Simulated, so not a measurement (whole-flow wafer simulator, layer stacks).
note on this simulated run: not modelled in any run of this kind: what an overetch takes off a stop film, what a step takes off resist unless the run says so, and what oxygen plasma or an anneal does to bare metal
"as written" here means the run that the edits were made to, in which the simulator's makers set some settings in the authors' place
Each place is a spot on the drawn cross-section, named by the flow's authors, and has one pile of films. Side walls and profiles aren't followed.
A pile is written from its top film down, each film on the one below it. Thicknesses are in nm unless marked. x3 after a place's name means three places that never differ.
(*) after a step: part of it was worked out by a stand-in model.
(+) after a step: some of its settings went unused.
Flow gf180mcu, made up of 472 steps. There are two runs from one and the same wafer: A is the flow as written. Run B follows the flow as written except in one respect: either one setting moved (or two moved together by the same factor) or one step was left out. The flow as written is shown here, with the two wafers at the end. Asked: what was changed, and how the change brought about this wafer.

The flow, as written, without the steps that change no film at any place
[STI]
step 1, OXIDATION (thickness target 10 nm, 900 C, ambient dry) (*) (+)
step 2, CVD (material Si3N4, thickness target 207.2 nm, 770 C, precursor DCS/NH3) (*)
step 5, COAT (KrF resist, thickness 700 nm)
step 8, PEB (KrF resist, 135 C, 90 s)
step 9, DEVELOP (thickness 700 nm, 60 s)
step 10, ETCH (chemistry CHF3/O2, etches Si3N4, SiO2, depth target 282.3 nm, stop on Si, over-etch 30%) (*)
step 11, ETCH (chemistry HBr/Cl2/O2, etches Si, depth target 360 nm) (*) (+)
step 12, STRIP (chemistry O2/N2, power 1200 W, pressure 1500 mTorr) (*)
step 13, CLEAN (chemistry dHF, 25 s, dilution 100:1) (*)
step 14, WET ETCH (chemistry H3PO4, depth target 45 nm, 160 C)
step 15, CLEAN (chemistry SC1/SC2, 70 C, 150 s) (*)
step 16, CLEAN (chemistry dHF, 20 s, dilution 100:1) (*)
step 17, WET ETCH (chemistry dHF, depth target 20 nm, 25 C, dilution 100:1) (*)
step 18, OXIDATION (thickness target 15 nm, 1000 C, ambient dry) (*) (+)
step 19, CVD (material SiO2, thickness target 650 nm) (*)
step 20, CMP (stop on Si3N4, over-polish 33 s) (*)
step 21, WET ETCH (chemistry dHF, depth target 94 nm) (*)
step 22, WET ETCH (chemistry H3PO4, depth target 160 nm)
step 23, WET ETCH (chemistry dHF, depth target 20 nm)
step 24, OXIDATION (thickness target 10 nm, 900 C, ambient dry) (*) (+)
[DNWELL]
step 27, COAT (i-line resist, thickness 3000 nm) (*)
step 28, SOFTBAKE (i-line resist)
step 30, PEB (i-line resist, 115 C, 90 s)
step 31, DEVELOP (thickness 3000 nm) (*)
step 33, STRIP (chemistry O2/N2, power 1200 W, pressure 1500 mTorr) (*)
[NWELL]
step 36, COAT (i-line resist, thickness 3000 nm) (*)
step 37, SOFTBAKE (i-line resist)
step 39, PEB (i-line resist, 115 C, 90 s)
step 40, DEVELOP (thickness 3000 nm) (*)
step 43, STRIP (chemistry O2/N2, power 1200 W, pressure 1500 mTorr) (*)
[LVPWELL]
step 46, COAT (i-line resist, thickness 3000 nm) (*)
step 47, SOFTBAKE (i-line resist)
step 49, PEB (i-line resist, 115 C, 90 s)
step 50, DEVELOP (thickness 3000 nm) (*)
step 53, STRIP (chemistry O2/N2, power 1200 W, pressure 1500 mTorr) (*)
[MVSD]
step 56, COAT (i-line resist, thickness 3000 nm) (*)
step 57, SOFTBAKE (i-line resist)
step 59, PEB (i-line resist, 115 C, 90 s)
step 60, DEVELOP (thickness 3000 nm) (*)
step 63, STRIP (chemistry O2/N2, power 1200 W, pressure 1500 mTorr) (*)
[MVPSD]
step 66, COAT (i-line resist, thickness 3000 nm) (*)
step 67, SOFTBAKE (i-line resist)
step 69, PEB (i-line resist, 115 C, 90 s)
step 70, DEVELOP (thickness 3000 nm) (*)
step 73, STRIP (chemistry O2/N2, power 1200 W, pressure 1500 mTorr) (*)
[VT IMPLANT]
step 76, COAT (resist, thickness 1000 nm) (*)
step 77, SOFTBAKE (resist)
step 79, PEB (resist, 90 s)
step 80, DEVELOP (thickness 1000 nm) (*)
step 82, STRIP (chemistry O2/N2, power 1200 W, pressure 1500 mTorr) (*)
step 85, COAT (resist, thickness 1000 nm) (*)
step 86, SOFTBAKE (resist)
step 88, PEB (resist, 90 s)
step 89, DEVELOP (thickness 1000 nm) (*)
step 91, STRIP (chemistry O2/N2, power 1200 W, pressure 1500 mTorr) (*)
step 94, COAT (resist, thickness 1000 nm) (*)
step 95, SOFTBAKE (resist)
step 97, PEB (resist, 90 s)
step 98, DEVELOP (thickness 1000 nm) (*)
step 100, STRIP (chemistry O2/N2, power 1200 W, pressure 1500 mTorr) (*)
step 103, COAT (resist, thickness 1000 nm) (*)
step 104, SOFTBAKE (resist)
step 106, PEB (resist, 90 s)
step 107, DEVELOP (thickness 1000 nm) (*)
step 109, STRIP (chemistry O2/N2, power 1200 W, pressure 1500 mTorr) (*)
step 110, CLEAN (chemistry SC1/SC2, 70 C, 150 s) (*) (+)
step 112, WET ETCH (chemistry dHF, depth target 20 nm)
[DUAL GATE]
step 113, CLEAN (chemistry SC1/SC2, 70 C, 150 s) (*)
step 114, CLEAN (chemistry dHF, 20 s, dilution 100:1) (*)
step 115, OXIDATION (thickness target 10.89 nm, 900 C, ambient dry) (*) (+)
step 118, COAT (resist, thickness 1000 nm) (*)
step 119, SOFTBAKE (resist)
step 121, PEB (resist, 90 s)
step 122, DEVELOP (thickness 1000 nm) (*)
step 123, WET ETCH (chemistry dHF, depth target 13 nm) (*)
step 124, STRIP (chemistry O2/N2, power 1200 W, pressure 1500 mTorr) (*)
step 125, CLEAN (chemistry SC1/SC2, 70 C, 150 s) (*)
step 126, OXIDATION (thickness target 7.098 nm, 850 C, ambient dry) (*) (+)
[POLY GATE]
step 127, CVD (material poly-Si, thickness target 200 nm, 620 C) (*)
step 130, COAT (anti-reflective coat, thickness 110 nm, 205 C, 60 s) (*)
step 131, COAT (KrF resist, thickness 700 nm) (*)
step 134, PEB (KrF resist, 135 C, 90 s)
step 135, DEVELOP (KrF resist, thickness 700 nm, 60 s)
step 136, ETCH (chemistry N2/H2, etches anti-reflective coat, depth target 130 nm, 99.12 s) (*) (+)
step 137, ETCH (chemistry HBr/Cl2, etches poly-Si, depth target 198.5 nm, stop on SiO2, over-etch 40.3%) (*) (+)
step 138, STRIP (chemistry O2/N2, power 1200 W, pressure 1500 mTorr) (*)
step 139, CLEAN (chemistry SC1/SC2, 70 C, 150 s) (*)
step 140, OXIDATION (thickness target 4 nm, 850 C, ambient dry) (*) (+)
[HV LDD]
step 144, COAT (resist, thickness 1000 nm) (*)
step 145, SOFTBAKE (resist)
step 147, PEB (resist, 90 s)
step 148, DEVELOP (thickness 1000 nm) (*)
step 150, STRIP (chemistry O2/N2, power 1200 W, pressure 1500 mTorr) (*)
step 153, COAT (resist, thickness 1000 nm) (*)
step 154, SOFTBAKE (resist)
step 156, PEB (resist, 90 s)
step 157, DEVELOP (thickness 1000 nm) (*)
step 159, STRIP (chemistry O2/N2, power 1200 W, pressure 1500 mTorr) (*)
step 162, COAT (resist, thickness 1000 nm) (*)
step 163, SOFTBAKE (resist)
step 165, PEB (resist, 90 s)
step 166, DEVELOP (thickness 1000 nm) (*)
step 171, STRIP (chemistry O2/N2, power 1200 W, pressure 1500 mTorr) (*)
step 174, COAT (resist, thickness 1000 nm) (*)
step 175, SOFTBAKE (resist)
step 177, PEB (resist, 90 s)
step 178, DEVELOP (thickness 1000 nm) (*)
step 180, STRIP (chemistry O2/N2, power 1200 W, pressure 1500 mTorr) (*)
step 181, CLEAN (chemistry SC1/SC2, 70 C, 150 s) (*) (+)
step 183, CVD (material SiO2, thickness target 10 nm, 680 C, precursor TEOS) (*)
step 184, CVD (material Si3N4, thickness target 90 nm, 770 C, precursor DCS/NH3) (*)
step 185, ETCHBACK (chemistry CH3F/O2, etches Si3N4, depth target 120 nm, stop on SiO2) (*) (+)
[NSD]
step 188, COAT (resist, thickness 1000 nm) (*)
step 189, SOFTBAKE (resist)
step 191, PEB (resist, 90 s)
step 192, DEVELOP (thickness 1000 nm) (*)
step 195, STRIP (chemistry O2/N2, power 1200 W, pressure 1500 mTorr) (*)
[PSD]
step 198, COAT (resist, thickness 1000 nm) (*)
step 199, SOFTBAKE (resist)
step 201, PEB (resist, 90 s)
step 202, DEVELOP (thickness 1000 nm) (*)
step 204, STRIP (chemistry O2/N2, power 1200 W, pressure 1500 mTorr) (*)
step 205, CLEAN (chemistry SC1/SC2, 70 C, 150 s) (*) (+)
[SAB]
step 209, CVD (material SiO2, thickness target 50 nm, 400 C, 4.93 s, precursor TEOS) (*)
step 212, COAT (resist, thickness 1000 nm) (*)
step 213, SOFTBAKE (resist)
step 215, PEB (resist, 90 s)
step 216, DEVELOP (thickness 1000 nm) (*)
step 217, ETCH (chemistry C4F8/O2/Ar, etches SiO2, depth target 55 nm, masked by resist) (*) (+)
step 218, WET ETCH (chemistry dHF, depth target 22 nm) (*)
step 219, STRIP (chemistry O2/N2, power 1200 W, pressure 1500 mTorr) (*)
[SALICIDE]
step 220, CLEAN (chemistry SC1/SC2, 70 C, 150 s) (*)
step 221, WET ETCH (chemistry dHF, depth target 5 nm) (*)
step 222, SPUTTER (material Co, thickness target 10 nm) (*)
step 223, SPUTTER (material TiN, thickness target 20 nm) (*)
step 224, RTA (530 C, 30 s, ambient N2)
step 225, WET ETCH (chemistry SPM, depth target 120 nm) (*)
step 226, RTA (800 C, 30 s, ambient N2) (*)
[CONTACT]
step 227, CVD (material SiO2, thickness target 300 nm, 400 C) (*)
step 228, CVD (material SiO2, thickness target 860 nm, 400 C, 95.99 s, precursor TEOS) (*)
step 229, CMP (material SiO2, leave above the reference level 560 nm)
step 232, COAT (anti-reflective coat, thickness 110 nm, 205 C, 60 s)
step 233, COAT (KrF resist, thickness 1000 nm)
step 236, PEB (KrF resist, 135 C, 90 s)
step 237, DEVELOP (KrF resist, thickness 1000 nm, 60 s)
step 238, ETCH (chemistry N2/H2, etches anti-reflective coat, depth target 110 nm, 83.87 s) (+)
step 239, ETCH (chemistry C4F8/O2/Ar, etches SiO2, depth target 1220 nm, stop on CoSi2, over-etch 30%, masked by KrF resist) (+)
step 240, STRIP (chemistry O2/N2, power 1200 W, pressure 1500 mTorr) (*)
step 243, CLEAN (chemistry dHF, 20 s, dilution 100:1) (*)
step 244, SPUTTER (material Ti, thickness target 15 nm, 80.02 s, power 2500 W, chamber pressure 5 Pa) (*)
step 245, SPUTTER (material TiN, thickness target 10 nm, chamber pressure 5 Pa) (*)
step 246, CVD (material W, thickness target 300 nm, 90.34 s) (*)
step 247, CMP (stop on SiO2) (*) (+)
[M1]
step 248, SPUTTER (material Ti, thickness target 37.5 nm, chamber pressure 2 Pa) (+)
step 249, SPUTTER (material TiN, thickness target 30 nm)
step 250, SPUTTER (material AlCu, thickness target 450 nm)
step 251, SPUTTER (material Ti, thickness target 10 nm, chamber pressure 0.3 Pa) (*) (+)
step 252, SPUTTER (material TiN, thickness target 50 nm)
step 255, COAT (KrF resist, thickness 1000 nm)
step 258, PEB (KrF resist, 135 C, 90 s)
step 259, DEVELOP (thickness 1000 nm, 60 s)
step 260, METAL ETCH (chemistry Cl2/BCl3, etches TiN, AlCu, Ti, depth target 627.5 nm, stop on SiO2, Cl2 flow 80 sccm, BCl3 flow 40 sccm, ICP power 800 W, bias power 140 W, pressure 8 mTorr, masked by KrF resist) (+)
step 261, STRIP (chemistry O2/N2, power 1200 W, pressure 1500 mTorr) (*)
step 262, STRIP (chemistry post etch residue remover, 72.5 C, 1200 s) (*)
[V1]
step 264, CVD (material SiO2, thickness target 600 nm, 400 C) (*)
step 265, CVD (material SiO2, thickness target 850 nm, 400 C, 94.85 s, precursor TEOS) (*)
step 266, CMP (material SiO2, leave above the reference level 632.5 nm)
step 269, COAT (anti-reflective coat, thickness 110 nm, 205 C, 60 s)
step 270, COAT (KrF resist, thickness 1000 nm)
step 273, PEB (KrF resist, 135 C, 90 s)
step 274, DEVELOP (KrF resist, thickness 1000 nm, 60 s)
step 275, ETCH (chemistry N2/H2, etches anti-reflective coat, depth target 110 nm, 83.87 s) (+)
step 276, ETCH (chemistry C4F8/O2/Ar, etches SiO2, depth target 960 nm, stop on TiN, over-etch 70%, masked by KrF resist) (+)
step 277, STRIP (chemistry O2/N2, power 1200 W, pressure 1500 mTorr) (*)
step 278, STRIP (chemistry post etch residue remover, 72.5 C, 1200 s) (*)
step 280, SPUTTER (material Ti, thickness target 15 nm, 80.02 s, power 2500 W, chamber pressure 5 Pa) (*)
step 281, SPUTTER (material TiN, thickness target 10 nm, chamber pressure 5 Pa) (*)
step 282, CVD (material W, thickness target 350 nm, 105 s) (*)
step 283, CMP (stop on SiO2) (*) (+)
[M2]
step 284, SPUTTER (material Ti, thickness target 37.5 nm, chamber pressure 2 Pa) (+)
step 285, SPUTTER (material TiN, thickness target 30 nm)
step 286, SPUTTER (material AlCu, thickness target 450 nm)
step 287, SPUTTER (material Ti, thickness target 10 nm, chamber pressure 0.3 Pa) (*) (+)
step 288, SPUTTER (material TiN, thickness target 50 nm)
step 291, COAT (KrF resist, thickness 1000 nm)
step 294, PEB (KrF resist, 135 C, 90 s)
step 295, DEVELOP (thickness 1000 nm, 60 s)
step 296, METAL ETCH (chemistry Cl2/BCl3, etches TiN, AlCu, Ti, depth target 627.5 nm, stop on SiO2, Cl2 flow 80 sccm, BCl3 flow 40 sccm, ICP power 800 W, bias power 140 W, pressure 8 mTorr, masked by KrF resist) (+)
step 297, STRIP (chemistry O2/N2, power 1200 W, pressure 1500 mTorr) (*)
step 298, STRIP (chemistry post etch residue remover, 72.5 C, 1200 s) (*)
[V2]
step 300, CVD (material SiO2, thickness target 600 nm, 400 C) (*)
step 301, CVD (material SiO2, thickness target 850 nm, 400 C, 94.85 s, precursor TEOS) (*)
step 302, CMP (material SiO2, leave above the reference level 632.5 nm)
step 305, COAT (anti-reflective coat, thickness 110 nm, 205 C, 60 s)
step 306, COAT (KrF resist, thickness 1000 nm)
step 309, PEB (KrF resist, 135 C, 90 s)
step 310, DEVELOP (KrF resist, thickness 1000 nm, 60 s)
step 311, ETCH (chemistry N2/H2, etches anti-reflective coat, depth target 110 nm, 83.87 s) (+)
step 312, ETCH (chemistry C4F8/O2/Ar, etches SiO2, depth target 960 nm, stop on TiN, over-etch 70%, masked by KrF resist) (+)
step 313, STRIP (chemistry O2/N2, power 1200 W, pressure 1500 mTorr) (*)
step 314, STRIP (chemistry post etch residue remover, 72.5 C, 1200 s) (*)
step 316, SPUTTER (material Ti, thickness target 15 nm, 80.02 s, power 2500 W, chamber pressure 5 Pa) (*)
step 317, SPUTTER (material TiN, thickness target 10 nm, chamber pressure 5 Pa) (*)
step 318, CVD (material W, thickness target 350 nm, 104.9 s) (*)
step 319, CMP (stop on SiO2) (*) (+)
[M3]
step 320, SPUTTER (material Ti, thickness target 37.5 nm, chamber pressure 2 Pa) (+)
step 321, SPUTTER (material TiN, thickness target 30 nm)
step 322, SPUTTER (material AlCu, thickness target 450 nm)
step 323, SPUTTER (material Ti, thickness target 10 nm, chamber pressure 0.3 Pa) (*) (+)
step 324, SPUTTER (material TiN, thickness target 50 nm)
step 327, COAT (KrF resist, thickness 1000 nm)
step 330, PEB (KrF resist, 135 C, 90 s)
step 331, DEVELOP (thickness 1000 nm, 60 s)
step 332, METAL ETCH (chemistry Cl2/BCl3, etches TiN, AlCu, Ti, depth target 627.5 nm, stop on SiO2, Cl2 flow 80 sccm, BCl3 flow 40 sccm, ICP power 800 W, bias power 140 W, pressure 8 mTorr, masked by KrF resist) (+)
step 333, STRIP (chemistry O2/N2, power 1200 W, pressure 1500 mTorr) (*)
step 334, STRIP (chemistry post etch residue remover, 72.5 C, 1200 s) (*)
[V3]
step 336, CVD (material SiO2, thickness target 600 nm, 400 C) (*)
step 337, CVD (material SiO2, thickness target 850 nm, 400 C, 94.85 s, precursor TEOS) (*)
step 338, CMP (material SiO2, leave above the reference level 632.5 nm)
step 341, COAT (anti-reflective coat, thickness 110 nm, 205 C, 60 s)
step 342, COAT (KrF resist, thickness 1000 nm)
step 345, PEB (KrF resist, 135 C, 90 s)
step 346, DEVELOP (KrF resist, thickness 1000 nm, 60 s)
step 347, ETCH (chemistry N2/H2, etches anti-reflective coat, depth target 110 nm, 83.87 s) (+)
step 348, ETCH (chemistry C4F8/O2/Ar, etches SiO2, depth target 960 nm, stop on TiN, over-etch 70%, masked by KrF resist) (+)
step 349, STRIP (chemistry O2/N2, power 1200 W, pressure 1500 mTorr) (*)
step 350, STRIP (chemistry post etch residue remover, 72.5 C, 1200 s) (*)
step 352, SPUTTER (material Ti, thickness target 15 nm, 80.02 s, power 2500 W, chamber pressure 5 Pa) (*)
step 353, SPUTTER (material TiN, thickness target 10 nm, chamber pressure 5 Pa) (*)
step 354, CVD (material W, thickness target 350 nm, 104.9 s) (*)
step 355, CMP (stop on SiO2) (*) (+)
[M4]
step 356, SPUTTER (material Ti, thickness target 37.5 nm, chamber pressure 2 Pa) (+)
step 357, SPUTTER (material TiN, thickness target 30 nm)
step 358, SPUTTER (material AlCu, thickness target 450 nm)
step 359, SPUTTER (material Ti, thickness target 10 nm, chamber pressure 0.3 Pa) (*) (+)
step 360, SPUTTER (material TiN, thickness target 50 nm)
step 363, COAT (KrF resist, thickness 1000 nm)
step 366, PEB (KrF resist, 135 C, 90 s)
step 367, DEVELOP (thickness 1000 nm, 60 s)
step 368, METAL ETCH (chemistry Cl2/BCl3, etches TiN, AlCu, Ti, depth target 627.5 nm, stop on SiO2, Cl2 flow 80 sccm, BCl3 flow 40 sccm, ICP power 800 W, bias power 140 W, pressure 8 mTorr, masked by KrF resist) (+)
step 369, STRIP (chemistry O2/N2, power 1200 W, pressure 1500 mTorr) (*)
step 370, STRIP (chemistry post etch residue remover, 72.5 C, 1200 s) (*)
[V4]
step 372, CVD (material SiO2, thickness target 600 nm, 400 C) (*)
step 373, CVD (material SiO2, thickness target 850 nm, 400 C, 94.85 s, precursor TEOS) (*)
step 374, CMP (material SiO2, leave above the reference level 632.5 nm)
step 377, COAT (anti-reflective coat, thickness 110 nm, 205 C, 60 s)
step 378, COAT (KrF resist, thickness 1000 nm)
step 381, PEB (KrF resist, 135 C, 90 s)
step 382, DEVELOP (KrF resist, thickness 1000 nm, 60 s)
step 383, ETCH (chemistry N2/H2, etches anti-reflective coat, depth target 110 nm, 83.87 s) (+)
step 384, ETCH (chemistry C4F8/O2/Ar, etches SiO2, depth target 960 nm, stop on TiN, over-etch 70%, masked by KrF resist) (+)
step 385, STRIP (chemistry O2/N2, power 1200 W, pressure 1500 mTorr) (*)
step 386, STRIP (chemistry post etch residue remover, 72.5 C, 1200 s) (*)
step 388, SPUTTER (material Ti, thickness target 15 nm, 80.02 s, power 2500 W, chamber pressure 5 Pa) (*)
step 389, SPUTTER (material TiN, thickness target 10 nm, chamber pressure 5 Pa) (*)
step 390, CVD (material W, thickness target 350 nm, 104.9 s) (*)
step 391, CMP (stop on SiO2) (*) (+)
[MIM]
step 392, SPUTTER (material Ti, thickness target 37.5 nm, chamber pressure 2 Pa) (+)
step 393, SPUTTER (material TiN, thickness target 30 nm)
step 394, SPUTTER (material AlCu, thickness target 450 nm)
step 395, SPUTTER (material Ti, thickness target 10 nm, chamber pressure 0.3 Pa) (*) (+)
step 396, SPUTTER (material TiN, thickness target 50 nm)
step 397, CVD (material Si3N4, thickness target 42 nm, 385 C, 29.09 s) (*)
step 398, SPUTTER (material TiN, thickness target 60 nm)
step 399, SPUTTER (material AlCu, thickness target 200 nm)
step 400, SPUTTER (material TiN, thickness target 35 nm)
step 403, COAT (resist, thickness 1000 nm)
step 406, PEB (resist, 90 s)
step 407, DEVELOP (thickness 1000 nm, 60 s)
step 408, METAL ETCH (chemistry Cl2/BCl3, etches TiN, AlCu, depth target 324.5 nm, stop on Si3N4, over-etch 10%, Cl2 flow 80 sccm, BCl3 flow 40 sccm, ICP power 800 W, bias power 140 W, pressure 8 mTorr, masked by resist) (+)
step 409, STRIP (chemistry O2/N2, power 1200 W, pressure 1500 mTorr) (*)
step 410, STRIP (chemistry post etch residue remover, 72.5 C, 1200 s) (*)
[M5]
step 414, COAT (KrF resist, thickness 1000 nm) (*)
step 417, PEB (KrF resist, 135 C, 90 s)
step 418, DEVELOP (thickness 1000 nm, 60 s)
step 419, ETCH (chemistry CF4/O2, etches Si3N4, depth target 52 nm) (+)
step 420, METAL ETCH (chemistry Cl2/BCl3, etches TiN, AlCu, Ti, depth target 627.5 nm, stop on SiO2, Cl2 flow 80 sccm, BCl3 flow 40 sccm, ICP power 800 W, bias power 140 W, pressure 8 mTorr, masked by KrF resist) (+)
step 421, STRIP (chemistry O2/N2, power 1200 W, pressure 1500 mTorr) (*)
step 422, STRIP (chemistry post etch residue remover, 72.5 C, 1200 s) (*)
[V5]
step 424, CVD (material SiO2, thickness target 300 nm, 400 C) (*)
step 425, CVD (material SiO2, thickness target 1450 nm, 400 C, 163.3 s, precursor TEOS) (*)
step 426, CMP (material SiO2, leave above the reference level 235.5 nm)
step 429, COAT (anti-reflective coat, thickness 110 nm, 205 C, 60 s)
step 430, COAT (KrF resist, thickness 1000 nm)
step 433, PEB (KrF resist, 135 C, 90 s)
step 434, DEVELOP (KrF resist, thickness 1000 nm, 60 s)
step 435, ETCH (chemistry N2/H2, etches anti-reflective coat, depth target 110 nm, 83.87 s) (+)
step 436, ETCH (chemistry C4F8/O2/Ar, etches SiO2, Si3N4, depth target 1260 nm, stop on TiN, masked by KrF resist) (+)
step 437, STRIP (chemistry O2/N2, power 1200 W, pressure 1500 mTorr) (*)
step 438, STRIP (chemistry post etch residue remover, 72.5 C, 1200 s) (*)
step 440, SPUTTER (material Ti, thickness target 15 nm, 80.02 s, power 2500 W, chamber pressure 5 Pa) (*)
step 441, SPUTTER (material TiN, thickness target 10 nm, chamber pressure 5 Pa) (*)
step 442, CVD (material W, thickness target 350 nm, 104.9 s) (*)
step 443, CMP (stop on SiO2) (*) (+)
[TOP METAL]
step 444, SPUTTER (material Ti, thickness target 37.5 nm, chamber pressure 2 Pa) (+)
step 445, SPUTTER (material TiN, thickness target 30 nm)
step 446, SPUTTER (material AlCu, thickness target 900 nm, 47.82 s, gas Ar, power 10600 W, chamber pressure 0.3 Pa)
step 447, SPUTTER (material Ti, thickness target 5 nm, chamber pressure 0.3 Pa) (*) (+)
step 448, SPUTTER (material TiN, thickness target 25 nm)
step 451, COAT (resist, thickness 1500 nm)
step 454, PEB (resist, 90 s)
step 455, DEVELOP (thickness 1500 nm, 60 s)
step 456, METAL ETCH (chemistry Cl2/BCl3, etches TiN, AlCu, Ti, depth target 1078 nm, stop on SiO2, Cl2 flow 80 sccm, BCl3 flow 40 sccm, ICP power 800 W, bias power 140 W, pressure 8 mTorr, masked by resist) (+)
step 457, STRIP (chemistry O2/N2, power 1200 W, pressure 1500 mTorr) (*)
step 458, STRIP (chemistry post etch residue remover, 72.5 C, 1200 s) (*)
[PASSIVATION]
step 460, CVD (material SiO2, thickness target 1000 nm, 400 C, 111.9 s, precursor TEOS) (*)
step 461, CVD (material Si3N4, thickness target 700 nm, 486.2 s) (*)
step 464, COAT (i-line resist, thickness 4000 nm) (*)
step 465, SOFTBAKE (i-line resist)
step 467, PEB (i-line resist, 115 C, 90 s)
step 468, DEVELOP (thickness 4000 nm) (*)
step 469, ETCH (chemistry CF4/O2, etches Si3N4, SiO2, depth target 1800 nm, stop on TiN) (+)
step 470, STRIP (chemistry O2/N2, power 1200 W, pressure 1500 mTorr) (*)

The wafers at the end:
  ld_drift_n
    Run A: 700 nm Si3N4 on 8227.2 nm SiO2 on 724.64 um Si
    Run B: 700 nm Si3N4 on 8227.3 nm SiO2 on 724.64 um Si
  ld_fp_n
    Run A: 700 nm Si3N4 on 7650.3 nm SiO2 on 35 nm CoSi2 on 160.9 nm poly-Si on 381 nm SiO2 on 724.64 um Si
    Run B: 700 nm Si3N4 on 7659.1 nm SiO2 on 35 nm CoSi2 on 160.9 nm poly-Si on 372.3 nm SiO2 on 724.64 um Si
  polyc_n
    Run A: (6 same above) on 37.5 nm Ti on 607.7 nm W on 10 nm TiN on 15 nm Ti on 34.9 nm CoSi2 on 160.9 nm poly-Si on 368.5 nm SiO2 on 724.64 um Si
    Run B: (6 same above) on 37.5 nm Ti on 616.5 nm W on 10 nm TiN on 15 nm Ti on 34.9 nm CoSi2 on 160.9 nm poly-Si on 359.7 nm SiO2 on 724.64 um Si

Cause: step 112, WET ETCH: depth target 28 nm was run, though the flow has depth target 20 nm.

Step by step, how the change led to this:
  step 112, WET ETCH (chemistry dHF, depth target 20 nm)
      field, field__w2, field__w3 and 43 more: A -22 SiO2 | B -30.8 SiO2
  step 130, COAT (anti-reflective coat, thickness 110 nm, 205 C, 60 s) (*)
      p_well, spacer, sd_n: A +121 anti-reflective coat (new film) | B +112.6 anti-reflective coat (new film)
      gate, gate_p: A +117 anti-reflective coat (new film) | B +113.1 anti-reflective coat (new film)
      (also at 63 further places)
  step 136, ETCH (chemistry N2/H2, etches anti-reflective coat, depth target 130 nm, 99.12 s) (*) (+)
      p_well, spacer, sd_n: A -121 anti-reflective coat (all of it), -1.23 poly-Si | B -112.6 anti-reflective coat (all of it), -1.45 poly-Si
      field__w1: A -99.6 anti-reflective coat (all of it), -1.78 poly-Si | B -104.7 anti-reflective coat (all of it), -1.65 poly-Si
      (also at 45 further places)
  step 138, STRIP (chemistry O2/N2, power 1200 W, pressure 1500 mTorr) (*)
      gate: A +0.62 chemical SiO2 (new film), -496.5 KrF resist (all of it), -117 anti-reflective coat (all of it), -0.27 poly-Si | B +0.62 chemical SiO2 (new film), -495.9 KrF resist (all of it), -113.1 anti-reflective coat (all of it), -0.27 poly-Si
      gate_hv: A +0.62 chemical SiO2 (new film), -495.3 KrF resist (all of it), -109.8 anti-reflective coat (all of it), -0.27 poly-Si | B +0.62 chemical SiO2 (new film), -493.9 KrF resist (all of it), -107.6 anti-reflective coat (all of it), -0.27 poly-Si
      (also at 17 further places)
  step 145, SOFTBAKE (resist)
      field: A nothing | B +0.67 resist
  step 154, SOFTBAKE (resist)
      field: A nothing | B +0.67 resist
  step 163, SOFTBAKE (resist)
      field: A nothing | B +0.67 resist
  step 175, SOFTBAKE (resist)
      field: A nothing | B +0.67 resist
  step 189, SOFTBAKE (resist)
      nw_enc_fld_lv__w3: A +0.35 resist | B -0.54 resist
      active_hv: A +0.78 resist | B +0.15 resist
  step 199, SOFTBAKE (resist)
      nw_enc_fld_lv__w3: A +0.35 resist | B -0.54 resist
      active_hv: A +0.78 resist | B +0.15 resist
  step 218, WET ETCH (chemistry dHF, depth target 22 nm) (*)
      sd_p_hv: A -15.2 SiO2 (all of it) | B -16 SiO2 (all of it)
  step 223, SPUTTER (material TiN, thickness target 20 nm) (*)
      field__w12: A +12 TiN (new film) | B +12.7 TiN (new film)
  step 225, WET ETCH (chemistry SPM, depth target 120 nm) (*)
      field__w12: A -12 TiN (all of it), -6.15 Co (all of it) | B -12.7 TiN (all of it), -6.18 Co (all of it)
  step 229, CMP (material SiO2, leave above the reference level 560 nm)
      sti, mim_1p0, pad, dice_street, iso_nw_fld, iso_fld_sub: A -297 SiO2 | B -288.2 SiO2
      ldn_sep__w1, ldn_dft, ldn_out, ldp_sep__w1, ldp_dft, ldp_fld__w2: A -311.1 SiO2 | B -302.3 SiO2
      (also at 43 further places)
